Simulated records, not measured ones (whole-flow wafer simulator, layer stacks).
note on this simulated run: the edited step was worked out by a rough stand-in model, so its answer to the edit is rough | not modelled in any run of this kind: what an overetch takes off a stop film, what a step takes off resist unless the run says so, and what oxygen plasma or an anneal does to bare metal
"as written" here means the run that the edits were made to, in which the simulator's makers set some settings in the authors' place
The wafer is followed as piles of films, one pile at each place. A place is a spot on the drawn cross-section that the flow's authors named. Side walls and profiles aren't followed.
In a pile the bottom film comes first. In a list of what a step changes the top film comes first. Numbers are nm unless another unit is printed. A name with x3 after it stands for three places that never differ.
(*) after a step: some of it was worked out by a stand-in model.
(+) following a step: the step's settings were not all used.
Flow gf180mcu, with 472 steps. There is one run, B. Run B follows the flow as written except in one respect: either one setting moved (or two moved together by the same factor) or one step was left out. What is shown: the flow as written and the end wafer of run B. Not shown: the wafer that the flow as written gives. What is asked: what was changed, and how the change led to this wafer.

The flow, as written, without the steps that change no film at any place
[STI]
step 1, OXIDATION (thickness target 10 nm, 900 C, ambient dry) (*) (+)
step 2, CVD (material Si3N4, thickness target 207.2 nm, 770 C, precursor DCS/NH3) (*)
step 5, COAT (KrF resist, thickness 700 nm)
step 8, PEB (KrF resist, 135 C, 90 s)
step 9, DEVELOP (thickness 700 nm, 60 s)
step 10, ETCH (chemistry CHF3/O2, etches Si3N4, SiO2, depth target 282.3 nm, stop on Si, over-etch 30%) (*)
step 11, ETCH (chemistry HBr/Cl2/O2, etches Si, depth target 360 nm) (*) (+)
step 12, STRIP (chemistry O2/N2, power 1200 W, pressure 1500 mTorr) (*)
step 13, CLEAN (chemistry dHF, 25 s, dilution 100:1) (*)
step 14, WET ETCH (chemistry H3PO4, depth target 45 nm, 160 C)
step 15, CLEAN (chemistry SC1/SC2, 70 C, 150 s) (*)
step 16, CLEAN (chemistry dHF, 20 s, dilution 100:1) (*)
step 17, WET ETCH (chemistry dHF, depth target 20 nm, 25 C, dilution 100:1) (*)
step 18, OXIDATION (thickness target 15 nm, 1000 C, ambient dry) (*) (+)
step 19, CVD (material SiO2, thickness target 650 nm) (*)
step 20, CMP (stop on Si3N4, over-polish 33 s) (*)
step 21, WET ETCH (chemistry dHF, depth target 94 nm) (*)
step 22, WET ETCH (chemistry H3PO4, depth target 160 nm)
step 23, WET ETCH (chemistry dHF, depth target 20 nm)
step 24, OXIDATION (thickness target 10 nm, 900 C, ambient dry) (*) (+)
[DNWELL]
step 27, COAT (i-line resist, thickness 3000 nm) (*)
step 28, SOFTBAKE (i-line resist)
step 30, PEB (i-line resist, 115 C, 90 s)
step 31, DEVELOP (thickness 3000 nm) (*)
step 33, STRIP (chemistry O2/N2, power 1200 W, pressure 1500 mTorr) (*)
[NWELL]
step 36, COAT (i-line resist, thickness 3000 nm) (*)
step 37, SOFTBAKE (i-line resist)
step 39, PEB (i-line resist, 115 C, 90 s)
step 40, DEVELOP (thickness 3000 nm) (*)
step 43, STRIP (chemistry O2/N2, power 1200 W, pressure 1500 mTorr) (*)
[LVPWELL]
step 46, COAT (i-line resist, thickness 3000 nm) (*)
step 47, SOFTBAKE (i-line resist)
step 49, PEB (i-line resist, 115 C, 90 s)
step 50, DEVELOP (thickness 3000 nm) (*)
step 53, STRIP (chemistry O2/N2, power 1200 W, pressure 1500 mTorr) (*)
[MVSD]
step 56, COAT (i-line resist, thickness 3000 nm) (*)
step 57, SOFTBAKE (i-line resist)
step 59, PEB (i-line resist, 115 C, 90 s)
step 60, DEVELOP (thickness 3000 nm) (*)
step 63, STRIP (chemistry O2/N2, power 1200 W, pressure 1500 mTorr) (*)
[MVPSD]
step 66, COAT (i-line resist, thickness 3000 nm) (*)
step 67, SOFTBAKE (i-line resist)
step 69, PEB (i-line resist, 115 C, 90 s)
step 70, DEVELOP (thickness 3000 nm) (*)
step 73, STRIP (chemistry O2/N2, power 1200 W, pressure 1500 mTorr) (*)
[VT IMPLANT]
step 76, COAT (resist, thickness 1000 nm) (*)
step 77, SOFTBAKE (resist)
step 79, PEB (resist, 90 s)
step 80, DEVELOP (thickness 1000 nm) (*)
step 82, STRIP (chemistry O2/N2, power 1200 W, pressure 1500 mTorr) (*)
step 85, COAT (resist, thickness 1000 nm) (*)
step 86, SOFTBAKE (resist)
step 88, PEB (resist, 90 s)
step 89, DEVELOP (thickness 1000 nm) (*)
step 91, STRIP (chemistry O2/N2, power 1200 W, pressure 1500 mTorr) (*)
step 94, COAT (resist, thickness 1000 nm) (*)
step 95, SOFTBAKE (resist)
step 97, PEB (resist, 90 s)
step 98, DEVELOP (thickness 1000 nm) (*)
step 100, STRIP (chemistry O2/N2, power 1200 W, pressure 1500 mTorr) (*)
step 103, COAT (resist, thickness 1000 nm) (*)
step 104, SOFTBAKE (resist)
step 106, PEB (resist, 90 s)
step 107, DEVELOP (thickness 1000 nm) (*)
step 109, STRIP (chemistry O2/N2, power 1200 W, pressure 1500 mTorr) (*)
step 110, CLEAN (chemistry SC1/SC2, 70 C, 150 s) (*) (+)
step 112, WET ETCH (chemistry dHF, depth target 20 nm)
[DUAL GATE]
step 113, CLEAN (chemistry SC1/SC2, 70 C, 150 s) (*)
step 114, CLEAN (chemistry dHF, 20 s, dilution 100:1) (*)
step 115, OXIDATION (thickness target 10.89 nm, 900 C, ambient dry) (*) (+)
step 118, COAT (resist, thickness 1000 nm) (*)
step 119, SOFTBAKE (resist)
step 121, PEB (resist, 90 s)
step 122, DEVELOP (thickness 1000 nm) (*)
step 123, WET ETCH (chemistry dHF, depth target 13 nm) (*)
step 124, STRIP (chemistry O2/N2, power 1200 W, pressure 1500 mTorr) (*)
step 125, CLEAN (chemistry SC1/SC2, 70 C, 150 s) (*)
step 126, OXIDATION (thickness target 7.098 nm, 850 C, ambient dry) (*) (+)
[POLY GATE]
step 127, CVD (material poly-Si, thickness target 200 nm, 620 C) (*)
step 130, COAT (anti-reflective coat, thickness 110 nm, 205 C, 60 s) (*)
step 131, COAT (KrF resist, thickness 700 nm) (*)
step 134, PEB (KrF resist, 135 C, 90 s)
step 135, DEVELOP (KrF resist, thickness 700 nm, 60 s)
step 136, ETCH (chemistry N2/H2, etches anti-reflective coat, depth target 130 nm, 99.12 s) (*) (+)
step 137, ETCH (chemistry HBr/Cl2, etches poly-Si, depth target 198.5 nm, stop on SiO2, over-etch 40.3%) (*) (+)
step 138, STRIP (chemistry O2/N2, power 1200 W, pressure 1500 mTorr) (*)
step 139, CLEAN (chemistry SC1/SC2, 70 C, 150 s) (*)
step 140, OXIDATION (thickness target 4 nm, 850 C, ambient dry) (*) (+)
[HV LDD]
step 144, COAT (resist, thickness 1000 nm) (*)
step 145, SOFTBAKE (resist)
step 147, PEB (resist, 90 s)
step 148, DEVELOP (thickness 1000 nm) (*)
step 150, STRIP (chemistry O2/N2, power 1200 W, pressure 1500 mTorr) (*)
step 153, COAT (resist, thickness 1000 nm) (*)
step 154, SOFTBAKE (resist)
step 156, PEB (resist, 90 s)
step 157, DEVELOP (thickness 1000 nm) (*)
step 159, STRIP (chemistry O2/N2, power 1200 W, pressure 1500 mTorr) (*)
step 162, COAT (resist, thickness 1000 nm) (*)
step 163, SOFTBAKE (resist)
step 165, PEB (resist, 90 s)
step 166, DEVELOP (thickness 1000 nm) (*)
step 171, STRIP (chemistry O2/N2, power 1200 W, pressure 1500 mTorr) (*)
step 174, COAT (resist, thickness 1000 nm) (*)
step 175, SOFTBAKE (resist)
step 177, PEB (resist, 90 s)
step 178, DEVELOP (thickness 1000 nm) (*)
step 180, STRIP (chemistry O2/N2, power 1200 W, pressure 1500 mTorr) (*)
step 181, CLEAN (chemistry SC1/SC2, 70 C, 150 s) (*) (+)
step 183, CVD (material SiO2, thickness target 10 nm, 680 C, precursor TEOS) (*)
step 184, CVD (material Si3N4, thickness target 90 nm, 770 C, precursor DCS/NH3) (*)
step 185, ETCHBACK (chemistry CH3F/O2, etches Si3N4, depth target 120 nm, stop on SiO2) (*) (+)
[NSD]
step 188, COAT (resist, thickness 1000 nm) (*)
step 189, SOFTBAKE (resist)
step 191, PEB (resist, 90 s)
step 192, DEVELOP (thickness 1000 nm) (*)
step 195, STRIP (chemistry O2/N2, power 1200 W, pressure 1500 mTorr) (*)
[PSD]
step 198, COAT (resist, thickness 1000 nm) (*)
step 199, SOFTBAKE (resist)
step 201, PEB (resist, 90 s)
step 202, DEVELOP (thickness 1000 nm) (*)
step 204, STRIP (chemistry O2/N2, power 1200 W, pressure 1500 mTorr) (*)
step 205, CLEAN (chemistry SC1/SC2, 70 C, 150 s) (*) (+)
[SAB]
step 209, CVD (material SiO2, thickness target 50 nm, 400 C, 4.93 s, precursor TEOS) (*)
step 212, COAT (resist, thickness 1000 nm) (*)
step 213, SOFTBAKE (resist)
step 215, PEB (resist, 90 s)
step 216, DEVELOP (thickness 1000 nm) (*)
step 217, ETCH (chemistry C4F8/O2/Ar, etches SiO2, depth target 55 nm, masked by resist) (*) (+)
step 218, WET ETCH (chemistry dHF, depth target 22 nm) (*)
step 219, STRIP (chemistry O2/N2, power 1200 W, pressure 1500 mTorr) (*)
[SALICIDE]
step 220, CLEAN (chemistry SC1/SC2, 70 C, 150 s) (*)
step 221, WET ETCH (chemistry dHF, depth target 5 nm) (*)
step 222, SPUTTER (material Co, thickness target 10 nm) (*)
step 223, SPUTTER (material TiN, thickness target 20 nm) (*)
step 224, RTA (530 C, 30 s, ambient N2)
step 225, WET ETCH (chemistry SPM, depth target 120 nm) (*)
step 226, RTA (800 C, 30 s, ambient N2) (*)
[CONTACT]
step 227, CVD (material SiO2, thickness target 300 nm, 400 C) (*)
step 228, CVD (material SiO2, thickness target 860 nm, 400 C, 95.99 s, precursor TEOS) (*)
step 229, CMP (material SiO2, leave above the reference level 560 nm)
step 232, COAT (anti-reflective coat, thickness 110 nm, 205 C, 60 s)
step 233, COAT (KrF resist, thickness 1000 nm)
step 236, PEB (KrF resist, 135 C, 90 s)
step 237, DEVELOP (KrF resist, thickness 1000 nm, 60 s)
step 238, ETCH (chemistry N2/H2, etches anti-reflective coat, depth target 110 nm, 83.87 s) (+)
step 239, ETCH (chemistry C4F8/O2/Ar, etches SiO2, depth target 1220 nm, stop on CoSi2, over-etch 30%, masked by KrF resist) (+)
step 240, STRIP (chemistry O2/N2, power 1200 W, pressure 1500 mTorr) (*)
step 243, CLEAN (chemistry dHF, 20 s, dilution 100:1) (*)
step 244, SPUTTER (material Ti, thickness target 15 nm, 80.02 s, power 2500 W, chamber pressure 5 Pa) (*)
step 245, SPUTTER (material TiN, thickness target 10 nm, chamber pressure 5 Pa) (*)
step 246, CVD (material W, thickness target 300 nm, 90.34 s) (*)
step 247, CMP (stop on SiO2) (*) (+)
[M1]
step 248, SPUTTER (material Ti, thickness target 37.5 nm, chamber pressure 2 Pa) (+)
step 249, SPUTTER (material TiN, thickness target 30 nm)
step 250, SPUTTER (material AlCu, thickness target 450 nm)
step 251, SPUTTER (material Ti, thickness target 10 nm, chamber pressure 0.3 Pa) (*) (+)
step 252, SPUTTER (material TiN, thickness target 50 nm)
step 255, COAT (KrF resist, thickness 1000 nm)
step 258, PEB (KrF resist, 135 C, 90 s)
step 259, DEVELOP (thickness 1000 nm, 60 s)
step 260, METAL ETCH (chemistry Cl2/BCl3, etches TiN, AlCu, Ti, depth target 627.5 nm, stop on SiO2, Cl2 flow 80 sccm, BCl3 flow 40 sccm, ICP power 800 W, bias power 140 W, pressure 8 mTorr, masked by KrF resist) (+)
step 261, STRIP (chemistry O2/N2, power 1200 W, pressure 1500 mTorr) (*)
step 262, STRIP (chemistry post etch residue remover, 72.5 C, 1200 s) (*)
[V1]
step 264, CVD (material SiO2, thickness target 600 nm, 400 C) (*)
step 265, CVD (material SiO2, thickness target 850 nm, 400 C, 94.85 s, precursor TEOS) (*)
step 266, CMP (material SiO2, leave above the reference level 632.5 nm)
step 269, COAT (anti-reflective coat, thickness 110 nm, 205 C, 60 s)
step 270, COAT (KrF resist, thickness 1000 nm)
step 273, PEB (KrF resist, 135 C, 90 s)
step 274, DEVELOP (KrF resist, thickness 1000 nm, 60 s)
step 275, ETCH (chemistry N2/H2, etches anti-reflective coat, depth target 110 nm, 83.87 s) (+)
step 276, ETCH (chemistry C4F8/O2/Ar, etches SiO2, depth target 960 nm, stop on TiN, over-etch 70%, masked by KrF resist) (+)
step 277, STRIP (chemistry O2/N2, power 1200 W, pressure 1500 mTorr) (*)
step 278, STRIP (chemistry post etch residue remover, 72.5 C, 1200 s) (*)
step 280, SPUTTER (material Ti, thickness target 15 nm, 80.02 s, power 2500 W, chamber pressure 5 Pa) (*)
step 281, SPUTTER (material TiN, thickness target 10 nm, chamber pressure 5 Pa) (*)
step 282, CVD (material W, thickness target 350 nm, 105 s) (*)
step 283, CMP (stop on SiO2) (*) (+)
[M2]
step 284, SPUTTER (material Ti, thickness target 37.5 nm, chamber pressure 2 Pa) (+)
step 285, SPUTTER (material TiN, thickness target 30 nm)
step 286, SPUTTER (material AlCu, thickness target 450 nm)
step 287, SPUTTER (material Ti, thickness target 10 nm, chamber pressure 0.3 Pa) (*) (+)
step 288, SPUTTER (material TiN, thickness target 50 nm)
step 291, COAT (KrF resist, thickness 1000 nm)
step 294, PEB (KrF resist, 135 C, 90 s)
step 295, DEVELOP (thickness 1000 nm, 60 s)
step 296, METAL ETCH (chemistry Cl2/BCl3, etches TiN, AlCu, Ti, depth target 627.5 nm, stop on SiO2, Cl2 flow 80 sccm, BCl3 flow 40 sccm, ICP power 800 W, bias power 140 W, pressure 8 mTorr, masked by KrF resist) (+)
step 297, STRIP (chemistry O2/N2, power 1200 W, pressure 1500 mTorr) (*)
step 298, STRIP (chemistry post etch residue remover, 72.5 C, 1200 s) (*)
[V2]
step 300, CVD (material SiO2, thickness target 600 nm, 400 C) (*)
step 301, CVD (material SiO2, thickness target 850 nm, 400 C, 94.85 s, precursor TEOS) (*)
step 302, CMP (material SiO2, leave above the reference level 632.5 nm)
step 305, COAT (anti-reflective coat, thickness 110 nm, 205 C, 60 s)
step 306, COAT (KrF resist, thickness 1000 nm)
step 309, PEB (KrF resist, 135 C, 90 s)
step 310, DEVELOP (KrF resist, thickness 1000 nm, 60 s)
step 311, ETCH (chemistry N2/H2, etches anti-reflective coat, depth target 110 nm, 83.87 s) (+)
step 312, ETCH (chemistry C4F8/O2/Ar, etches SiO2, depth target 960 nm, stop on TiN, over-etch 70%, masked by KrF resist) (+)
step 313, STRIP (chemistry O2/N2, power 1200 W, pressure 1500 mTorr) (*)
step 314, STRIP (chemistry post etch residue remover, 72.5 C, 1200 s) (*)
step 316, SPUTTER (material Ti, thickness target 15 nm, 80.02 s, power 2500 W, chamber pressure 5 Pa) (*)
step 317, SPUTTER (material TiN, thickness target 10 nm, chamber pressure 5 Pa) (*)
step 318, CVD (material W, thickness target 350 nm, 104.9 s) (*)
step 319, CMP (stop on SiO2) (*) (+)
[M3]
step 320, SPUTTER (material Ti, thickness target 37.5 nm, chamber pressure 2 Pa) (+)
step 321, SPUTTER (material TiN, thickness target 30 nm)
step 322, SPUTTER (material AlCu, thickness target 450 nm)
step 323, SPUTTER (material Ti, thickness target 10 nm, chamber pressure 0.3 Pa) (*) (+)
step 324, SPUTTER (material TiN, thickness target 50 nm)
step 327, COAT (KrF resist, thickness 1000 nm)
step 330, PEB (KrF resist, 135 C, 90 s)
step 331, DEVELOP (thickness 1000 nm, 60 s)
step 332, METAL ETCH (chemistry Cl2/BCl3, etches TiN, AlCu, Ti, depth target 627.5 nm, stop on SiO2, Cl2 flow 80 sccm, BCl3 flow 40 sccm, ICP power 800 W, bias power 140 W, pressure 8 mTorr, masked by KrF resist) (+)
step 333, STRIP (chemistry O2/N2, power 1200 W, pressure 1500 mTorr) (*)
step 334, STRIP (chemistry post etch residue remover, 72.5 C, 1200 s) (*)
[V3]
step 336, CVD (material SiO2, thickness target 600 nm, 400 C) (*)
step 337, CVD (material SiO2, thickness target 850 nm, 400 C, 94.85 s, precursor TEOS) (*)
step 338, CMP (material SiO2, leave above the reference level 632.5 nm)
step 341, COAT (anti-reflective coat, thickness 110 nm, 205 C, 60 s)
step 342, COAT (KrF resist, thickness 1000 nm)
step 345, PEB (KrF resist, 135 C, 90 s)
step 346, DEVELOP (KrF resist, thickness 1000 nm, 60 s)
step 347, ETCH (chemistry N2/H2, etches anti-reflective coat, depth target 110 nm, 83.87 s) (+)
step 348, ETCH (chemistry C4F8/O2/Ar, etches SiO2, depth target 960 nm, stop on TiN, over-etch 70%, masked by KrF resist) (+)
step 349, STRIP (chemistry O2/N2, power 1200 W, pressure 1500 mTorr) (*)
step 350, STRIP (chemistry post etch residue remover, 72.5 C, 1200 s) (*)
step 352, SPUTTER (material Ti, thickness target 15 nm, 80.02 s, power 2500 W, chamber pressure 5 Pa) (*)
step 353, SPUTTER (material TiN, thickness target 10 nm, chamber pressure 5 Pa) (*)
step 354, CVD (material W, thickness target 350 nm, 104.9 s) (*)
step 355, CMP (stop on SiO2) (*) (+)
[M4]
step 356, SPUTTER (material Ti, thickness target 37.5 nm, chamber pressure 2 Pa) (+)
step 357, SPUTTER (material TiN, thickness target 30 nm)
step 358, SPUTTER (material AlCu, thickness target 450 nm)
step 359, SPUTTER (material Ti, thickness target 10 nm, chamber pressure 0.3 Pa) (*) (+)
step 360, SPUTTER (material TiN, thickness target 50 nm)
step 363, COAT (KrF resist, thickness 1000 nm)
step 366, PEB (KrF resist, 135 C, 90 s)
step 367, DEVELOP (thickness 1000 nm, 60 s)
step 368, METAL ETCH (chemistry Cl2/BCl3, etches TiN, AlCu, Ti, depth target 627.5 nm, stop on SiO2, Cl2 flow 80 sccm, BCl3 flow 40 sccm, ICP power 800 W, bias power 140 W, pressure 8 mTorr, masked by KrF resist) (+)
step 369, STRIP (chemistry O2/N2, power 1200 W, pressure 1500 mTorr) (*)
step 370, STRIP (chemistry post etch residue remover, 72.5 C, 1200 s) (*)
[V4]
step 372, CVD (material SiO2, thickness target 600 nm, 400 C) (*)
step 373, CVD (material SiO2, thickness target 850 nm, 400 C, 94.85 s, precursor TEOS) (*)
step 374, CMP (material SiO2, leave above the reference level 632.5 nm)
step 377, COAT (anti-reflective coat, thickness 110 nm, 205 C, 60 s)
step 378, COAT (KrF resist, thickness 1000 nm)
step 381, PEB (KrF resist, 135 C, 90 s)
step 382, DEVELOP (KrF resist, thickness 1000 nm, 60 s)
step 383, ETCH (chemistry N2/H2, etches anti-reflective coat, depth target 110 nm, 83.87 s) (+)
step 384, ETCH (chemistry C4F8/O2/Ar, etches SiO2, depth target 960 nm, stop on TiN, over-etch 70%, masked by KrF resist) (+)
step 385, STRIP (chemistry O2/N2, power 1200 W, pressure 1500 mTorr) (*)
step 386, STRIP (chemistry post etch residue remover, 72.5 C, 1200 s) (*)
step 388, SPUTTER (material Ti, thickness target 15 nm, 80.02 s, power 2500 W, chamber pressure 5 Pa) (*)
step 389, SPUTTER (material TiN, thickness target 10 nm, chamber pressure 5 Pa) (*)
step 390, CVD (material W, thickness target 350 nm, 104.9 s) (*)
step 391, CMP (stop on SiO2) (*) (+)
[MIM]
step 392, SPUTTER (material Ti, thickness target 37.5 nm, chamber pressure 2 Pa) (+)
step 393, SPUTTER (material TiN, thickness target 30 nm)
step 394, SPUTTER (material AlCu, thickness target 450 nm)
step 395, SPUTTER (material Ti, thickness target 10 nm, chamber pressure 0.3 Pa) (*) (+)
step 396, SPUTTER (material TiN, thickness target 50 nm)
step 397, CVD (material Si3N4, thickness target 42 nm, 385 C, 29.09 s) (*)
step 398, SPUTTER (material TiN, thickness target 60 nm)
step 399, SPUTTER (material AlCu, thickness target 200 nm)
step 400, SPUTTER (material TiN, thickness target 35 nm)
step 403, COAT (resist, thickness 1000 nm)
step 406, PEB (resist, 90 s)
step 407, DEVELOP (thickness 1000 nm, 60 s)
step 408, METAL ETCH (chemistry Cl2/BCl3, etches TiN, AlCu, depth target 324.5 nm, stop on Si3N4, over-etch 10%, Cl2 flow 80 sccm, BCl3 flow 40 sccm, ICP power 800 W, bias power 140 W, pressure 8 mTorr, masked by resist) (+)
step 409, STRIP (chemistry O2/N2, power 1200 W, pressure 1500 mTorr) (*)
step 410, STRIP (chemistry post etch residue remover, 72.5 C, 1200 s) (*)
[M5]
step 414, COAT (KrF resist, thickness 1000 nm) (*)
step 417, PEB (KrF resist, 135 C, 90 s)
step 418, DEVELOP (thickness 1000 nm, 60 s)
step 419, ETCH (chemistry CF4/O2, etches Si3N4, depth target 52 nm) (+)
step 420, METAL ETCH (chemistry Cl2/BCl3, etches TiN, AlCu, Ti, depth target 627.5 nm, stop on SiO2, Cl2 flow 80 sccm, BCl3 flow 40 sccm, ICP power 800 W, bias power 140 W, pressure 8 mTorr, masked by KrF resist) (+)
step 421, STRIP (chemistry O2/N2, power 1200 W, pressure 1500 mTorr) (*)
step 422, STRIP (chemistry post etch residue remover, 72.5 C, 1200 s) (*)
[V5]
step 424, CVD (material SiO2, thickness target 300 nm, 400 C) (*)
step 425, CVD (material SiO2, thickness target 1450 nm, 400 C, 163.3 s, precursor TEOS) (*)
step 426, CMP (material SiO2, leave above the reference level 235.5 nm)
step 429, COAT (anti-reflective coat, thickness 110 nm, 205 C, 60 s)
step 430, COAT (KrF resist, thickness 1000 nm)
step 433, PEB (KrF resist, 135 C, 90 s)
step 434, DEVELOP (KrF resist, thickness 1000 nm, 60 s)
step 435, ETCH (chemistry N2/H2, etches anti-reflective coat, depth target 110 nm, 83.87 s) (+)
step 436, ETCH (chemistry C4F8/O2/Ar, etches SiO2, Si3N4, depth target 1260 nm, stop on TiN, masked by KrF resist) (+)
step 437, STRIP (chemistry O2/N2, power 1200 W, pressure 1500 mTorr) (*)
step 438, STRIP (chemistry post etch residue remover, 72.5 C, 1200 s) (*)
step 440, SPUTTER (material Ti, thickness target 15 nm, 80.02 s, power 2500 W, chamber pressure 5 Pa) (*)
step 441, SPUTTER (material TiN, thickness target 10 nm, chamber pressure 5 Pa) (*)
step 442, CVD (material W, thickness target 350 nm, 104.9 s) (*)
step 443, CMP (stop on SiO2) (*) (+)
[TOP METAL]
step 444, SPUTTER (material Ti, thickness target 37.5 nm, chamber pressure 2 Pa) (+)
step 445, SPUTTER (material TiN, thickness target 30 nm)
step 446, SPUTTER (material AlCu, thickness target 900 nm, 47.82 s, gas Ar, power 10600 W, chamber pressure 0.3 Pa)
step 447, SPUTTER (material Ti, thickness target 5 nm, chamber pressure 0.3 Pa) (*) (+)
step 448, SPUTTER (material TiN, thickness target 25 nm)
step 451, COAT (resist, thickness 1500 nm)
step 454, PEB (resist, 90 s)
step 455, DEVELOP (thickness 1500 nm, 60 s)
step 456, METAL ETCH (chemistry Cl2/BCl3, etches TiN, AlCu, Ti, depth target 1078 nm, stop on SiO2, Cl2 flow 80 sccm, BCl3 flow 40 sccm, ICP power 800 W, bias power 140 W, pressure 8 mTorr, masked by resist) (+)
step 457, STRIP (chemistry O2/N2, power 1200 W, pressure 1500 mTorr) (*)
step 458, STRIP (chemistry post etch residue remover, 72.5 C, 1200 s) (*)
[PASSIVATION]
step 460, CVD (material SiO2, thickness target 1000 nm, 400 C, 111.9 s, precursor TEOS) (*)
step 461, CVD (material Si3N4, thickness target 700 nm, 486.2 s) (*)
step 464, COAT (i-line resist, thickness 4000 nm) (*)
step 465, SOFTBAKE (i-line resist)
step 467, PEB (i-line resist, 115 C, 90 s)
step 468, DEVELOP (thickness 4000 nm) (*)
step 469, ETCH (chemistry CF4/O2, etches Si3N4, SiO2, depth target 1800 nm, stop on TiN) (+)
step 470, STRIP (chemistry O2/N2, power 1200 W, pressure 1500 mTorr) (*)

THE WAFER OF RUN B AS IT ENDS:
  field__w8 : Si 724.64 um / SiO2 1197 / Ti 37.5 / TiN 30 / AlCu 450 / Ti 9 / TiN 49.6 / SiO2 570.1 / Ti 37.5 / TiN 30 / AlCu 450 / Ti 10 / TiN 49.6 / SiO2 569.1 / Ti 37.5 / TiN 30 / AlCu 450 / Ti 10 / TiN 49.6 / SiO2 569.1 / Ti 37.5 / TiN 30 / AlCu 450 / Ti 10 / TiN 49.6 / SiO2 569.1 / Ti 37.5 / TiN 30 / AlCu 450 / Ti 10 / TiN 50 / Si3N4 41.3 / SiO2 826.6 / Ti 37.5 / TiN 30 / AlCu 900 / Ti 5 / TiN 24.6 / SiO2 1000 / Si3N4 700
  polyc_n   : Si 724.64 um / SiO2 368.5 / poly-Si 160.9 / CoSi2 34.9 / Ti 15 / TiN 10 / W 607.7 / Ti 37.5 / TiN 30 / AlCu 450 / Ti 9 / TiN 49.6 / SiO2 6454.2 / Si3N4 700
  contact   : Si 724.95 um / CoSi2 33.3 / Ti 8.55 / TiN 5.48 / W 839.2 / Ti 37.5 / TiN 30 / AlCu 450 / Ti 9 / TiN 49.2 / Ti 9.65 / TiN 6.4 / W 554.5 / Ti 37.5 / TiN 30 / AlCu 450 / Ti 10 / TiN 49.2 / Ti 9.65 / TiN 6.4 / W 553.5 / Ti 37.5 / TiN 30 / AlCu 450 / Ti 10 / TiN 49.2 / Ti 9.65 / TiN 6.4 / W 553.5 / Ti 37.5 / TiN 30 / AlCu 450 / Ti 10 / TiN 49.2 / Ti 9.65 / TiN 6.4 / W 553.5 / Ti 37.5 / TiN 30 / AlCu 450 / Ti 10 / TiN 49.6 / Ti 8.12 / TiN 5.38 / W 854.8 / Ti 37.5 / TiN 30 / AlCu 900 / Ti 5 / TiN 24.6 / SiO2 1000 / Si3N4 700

The reason: step 251, SPUTTER: thickness target 9 nm was run, whereas the flow has thickness target 10 nm.
The wafer lets one read it off: field__w8 has Ti 9, and step 251 as written asks for 10 nm.

The path from the change to this, step by step:
  step 251, SPUTTER (material Ti, thickness target 10 nm, chamber pressure 0.3 Pa) (*) (+)
      field, field__w1, field__w2 and 108 more: Ti gains 9 (new film) (it would be, as written: Ti gains 10 (new film))
  step 260, METAL ETCH (chemistry Cl2/BCl3, etches TiN, AlCu, Ti, depth target 627.5 nm, stop on SiO2, Cl2 flow 80 sccm, BCl3 flow 40 sccm, ICP power 800 W, bias power 140 W, pressure 8 mTorr, masked by KrF resist) (+)
      field, field__w1, field__w2 and 99 more: TiN loses 50 (all of it), Ti loses 9 (all of it), AlCu loses 450 (all of it), TiN loses 30 (all of it), Ti loses 37.5 (all of it) (it would be, as written: TiN loses 50 (all of it), Ti loses 10 (all of it), AlCu loses 450 (all of it), TiN loses 30 (all of it), Ti loses 37.5 (all of it))
